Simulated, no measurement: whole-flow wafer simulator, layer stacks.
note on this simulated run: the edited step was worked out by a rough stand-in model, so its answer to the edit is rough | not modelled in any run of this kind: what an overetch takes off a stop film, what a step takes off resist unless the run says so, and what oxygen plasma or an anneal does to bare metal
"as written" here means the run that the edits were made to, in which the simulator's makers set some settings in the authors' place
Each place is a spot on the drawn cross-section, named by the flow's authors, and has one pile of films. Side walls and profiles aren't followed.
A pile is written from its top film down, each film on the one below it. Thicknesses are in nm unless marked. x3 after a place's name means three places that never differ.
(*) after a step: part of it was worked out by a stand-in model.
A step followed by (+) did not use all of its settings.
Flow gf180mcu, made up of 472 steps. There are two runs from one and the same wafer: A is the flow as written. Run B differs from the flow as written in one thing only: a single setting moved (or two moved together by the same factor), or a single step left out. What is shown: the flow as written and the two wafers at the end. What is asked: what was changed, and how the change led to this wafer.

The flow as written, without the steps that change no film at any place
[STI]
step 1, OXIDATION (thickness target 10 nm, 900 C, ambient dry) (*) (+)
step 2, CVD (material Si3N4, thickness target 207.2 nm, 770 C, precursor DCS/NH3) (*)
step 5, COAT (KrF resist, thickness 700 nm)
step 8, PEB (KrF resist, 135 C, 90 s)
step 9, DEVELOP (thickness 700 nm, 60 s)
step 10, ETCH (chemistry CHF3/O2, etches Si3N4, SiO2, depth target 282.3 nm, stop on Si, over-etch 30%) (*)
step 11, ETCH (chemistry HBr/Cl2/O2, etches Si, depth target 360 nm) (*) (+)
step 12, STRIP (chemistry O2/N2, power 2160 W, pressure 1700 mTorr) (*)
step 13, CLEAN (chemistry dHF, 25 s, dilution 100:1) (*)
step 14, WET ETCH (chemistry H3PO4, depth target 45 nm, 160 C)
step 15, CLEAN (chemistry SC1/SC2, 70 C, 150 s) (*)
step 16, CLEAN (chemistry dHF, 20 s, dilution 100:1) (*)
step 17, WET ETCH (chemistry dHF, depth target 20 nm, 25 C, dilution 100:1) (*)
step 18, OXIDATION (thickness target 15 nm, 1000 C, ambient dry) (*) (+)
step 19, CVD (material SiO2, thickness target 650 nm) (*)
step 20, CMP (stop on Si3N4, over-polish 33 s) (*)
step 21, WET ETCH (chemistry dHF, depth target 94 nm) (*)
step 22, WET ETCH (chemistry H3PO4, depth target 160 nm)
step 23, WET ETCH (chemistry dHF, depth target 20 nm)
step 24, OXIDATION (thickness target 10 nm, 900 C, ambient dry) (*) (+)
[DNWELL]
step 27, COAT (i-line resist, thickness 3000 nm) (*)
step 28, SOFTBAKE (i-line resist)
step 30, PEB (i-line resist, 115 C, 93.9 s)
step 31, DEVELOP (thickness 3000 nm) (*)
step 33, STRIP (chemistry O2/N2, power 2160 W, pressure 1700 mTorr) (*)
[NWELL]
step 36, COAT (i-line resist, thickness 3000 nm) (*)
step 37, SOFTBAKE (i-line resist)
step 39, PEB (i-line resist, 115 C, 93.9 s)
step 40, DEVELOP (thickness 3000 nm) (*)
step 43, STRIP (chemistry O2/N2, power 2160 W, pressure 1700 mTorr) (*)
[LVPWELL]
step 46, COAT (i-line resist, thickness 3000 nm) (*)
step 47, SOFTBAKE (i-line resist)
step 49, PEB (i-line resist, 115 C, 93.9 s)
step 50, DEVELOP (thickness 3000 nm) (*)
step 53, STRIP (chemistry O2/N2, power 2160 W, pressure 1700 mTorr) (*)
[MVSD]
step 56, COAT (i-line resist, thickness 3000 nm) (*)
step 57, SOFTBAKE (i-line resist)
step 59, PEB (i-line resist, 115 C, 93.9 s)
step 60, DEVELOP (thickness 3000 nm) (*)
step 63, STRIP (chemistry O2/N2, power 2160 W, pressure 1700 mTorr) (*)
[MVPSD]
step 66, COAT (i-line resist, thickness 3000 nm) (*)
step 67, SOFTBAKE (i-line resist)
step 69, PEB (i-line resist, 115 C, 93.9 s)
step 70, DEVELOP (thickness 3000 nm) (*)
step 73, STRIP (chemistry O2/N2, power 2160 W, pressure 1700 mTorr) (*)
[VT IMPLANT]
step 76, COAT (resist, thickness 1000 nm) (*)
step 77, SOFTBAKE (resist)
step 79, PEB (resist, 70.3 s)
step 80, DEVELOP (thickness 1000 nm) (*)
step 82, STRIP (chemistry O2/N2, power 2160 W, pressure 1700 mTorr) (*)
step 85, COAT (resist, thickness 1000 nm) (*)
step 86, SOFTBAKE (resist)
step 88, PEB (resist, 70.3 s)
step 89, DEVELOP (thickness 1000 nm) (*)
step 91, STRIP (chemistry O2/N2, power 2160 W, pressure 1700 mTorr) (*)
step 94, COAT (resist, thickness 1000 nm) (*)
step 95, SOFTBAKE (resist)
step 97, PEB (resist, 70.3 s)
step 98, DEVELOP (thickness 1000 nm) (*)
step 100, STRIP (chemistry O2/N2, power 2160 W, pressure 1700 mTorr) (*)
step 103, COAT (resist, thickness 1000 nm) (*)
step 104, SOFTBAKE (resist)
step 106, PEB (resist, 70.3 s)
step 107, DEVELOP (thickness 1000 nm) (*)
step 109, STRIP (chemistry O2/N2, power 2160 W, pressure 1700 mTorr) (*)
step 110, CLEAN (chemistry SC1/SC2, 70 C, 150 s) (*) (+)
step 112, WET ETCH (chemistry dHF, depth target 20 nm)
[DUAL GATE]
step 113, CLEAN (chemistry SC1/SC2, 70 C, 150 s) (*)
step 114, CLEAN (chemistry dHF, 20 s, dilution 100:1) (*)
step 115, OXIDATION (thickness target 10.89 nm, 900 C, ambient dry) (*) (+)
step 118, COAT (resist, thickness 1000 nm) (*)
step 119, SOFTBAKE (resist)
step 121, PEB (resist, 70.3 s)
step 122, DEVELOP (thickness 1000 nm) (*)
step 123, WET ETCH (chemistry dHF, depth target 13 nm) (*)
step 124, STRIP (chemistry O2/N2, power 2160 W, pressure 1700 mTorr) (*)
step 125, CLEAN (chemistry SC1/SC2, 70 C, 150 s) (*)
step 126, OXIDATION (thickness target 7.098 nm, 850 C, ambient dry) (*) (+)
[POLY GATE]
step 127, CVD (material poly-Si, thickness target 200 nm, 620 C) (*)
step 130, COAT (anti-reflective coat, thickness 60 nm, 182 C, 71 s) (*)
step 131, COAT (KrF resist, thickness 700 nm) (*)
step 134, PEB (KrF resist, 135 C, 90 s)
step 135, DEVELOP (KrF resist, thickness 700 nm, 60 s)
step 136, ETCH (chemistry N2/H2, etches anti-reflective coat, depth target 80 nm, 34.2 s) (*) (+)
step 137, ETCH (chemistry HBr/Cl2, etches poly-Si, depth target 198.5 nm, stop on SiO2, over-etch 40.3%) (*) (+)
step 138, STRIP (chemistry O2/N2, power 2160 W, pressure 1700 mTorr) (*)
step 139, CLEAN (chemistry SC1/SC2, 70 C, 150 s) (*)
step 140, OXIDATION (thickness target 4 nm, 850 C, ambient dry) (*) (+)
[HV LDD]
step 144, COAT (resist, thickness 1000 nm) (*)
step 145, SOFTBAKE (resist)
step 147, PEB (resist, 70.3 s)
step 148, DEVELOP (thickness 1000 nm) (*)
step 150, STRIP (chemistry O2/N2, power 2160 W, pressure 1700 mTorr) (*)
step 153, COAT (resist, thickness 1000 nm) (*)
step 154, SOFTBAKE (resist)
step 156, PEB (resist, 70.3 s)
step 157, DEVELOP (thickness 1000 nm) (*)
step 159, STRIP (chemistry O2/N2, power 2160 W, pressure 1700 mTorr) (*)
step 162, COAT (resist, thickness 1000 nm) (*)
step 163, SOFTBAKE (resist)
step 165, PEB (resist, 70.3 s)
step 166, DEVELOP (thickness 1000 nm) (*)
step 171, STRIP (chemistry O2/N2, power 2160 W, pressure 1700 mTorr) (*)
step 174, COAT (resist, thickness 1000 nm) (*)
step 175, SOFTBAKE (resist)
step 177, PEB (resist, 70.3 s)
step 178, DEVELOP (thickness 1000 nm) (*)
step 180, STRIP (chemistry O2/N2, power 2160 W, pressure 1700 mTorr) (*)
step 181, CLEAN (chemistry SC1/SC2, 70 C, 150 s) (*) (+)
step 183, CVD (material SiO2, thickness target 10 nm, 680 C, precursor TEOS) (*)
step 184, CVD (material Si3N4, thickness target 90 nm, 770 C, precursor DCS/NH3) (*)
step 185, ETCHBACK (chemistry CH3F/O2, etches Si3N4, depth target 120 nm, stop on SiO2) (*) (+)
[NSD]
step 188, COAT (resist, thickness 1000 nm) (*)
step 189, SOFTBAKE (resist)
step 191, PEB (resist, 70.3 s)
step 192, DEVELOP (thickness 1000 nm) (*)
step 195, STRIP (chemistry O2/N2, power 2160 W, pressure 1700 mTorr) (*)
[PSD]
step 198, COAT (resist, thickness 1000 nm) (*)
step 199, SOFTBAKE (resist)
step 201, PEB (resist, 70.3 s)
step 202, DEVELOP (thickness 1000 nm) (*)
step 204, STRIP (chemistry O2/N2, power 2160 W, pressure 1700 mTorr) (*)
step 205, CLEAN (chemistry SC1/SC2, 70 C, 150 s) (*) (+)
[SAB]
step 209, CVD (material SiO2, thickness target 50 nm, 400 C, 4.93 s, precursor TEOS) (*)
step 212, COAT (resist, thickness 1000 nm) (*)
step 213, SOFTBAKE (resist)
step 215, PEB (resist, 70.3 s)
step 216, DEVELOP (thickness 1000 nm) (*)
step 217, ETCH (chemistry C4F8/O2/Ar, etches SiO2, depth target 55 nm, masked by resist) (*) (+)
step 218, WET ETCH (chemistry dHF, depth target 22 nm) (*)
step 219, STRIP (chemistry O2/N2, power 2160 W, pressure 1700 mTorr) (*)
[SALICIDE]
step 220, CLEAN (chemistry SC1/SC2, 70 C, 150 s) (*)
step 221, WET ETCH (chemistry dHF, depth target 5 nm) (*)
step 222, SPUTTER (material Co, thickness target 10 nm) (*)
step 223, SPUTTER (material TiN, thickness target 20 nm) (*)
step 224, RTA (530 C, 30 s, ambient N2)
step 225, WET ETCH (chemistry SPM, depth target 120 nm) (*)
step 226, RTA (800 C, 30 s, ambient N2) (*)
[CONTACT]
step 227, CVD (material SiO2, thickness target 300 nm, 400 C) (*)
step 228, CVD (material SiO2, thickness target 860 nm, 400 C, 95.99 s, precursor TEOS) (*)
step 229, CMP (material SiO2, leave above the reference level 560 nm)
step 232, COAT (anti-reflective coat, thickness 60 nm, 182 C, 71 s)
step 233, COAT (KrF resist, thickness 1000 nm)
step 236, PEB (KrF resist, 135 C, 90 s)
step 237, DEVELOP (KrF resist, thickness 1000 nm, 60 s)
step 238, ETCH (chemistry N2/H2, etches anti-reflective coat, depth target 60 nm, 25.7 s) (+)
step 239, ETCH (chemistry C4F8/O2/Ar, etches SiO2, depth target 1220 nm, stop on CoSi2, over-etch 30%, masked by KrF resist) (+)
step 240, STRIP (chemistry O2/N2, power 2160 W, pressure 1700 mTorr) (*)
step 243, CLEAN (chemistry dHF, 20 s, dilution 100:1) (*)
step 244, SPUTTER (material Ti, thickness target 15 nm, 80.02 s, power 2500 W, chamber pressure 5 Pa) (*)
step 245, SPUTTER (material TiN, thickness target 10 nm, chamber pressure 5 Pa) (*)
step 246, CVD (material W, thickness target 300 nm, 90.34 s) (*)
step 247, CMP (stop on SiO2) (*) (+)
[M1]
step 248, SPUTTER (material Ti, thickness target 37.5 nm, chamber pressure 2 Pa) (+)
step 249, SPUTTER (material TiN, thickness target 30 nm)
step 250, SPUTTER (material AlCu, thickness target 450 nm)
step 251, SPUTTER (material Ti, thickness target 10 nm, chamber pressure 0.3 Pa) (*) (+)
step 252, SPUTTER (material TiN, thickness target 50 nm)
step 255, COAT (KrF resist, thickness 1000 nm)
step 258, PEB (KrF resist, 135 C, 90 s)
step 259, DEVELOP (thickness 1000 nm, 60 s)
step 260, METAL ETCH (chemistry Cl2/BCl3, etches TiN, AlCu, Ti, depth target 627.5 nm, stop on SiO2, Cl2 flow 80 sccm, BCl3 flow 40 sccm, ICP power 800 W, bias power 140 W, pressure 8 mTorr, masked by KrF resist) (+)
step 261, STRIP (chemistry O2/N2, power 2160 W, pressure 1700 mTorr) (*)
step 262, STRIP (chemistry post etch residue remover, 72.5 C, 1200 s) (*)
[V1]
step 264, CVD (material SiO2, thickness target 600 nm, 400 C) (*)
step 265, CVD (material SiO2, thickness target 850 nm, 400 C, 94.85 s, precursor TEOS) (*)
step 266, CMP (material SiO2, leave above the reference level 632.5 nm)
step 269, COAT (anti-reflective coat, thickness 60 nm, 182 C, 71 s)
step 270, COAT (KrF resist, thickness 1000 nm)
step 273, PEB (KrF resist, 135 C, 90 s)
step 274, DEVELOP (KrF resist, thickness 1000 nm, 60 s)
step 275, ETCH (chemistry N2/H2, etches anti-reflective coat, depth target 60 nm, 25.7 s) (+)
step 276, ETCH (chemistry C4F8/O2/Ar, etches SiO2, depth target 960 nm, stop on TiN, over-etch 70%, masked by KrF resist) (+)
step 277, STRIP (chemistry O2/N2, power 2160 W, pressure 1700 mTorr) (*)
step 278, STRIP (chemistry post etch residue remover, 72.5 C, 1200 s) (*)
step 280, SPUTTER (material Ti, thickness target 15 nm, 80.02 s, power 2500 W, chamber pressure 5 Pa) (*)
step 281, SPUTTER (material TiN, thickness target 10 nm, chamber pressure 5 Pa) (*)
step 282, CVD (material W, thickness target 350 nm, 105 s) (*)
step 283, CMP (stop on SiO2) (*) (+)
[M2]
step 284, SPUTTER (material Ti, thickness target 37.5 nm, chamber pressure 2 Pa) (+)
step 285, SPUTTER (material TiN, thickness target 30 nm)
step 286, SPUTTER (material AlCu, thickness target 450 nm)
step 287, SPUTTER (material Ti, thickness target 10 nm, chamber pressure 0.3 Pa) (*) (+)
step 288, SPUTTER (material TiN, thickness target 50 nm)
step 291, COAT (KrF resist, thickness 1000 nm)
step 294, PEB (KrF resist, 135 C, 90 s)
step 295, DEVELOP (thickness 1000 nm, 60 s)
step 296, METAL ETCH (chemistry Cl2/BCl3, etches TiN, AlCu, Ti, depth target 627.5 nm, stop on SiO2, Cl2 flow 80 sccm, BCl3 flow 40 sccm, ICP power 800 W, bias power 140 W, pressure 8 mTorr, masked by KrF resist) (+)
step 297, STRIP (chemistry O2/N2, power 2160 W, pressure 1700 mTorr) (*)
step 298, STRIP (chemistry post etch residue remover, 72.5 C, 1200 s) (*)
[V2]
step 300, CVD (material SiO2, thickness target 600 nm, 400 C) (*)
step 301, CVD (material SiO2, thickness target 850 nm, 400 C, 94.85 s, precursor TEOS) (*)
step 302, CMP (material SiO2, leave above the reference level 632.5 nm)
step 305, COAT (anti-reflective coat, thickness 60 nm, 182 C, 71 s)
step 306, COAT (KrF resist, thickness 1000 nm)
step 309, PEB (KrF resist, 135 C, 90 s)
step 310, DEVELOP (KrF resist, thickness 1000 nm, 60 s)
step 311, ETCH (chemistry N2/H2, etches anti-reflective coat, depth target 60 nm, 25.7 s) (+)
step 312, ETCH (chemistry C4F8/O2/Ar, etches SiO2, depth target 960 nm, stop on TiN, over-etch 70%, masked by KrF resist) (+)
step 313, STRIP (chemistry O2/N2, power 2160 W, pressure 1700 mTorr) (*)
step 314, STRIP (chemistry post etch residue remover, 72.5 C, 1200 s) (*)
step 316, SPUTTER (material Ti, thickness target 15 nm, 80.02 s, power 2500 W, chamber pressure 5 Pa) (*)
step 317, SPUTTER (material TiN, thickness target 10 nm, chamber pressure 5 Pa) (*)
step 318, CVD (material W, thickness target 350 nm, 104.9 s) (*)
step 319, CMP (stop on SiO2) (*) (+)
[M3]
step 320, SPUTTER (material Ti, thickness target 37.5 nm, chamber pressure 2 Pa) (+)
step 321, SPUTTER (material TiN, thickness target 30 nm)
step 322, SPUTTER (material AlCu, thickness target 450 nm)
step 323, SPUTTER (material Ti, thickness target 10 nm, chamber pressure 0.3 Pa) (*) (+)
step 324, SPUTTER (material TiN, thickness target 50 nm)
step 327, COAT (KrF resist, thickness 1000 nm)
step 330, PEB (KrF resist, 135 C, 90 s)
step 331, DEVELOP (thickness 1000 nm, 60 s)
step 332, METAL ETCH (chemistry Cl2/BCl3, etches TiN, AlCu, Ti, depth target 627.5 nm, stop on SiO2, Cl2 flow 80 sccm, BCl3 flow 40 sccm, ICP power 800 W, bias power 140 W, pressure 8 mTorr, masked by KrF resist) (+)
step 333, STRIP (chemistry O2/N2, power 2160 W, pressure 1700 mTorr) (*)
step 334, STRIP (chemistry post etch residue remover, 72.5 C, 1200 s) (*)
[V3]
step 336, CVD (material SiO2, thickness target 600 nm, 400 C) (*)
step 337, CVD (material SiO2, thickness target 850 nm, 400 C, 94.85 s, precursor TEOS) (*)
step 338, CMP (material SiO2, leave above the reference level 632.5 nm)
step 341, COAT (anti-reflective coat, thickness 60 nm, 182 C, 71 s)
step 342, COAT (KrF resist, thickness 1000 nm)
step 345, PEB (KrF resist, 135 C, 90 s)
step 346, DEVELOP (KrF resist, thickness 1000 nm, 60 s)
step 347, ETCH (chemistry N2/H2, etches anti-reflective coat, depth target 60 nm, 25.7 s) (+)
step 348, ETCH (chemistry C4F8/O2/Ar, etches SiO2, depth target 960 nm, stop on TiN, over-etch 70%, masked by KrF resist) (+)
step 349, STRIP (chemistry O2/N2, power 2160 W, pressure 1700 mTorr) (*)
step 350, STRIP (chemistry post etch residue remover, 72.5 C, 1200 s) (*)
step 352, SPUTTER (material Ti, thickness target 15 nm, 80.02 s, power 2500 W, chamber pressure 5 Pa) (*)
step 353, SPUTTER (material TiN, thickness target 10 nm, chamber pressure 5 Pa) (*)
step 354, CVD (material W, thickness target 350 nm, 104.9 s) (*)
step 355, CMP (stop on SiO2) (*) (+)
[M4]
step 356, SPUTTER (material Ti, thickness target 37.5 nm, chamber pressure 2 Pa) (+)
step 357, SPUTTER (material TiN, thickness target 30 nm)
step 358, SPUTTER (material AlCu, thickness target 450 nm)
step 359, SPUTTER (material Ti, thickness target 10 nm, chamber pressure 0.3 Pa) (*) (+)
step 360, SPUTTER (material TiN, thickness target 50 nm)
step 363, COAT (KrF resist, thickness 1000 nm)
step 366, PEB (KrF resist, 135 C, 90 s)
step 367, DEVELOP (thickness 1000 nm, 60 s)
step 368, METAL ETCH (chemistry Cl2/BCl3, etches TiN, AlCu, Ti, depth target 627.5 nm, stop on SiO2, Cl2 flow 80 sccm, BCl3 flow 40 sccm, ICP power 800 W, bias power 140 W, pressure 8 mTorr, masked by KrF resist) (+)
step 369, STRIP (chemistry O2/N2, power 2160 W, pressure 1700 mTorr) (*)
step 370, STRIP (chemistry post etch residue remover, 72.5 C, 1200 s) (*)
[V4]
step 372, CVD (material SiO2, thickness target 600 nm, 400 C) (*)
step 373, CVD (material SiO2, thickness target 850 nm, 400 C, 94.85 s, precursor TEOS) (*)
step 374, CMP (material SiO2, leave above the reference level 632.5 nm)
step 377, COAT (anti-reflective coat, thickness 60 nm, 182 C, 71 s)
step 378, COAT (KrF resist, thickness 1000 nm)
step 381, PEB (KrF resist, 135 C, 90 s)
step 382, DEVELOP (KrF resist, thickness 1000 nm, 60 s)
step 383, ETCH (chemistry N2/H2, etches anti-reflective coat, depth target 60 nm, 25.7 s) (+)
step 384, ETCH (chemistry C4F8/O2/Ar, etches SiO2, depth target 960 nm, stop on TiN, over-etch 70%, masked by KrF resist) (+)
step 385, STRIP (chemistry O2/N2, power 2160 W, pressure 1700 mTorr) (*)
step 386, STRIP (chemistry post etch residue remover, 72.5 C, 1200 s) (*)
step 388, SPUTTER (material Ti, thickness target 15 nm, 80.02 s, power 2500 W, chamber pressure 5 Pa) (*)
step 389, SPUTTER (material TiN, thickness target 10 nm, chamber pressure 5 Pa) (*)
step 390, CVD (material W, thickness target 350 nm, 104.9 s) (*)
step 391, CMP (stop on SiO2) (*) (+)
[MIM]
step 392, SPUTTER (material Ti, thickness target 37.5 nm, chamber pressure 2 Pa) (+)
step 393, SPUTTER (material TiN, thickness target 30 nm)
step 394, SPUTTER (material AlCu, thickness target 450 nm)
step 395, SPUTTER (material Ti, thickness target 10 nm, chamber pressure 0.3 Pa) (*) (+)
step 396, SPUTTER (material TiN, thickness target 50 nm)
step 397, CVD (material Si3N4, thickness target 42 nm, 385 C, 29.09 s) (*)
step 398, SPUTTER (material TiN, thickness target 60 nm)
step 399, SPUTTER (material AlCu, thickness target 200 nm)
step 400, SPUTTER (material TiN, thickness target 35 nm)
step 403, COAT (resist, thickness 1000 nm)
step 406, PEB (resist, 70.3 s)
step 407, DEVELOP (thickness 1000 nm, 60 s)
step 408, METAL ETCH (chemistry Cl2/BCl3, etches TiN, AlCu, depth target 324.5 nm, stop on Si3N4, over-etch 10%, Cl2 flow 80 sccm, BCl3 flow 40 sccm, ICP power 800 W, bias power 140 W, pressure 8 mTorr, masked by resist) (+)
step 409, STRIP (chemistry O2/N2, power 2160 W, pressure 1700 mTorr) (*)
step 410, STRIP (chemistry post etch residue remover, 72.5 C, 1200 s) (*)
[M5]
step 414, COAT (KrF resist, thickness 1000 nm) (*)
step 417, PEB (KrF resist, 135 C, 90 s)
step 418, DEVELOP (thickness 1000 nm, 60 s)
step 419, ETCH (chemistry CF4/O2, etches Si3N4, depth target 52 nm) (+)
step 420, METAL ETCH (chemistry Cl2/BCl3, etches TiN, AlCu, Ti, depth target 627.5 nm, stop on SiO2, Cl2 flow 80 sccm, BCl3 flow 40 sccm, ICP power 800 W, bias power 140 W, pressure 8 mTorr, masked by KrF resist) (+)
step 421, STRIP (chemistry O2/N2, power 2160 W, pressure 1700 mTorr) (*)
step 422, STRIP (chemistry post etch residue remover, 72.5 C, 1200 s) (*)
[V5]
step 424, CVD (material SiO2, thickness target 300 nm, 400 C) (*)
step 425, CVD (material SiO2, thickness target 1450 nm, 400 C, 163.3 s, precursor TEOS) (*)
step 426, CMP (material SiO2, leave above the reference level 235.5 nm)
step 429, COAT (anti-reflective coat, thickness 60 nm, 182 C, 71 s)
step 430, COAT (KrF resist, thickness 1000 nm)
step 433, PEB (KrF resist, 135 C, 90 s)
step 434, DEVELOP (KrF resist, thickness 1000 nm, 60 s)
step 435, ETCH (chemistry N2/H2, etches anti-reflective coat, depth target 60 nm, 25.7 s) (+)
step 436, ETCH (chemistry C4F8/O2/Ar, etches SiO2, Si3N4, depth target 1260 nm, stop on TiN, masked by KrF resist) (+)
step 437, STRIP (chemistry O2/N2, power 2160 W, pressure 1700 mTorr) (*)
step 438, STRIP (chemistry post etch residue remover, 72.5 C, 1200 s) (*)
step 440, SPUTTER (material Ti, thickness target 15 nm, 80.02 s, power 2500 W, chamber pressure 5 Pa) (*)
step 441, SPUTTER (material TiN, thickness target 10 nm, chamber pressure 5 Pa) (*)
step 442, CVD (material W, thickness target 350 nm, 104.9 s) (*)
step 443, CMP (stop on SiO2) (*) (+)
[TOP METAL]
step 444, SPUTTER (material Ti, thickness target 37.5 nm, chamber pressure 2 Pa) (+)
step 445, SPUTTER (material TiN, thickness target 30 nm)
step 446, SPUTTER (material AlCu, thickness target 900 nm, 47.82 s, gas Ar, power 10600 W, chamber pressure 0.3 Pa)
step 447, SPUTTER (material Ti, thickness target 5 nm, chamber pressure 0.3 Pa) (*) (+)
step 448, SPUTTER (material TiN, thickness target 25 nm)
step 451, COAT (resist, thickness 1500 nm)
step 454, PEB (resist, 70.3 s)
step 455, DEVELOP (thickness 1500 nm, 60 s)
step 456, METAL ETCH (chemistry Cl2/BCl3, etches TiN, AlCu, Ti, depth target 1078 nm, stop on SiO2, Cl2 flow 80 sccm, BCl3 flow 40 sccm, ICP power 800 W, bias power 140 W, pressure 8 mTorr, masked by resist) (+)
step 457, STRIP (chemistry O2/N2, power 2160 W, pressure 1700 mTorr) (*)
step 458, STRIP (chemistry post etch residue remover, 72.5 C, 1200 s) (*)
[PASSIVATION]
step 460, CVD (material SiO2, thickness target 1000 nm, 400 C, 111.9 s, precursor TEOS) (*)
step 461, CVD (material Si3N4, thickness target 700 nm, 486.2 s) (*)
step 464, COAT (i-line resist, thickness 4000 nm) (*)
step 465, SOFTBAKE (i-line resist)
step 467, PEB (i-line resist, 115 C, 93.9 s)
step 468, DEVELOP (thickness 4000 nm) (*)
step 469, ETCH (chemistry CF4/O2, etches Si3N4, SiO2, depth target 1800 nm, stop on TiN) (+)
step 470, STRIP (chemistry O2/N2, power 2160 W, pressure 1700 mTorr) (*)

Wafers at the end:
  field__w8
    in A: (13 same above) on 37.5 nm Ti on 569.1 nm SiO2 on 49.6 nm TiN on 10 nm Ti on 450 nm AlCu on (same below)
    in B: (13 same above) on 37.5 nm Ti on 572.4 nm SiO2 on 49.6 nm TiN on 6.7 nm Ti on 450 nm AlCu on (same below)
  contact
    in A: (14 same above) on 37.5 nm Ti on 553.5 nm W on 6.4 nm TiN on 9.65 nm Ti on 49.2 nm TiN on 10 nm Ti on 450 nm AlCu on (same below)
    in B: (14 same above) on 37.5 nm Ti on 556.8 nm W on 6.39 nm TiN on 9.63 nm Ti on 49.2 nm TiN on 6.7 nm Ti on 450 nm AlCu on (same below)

What caused this: step 359, SPUTTER: thickness target 6.7 nm was run, though the flow has thickness target 10 nm.
The wafer itself shows it: field__w8 has Ti 6.7, and step 359 as written asks for 10 nm.

The path from the change to this, step by step:
  step 359, SPUTTER (material Ti, thickness target 10 nm, chamber pressure 0.3 Pa) (*) (+)
      field, field__w1, field__w2 and 108 more: A Ti gains 10 (new film) | B Ti gains 6.7 (new film)
  step 368, METAL ETCH (chemistry Cl2/BCl3, etches TiN, AlCu, Ti, depth target 627.5 nm, stop on SiO2, Cl2 flow 80 sccm, BCl3 flow 40 sccm, ICP power 800 W, bias power 140 W, pressure 8 mTorr, masked by KrF resist) (+)
      field, field__w1, field__w2 and 103 more: A TiN loses 50 (all of it), Ti loses 10 (all of it), AlCu loses 450 (all of it), TiN loses 30 (all of it), Ti loses 37.5 (all of it) | B TiN loses 50 (all of it), Ti loses 6.7 (all of it), AlCu loses 450 (all of it), TiN loses 30 (all of it), Ti loses 37.5 (all of it)
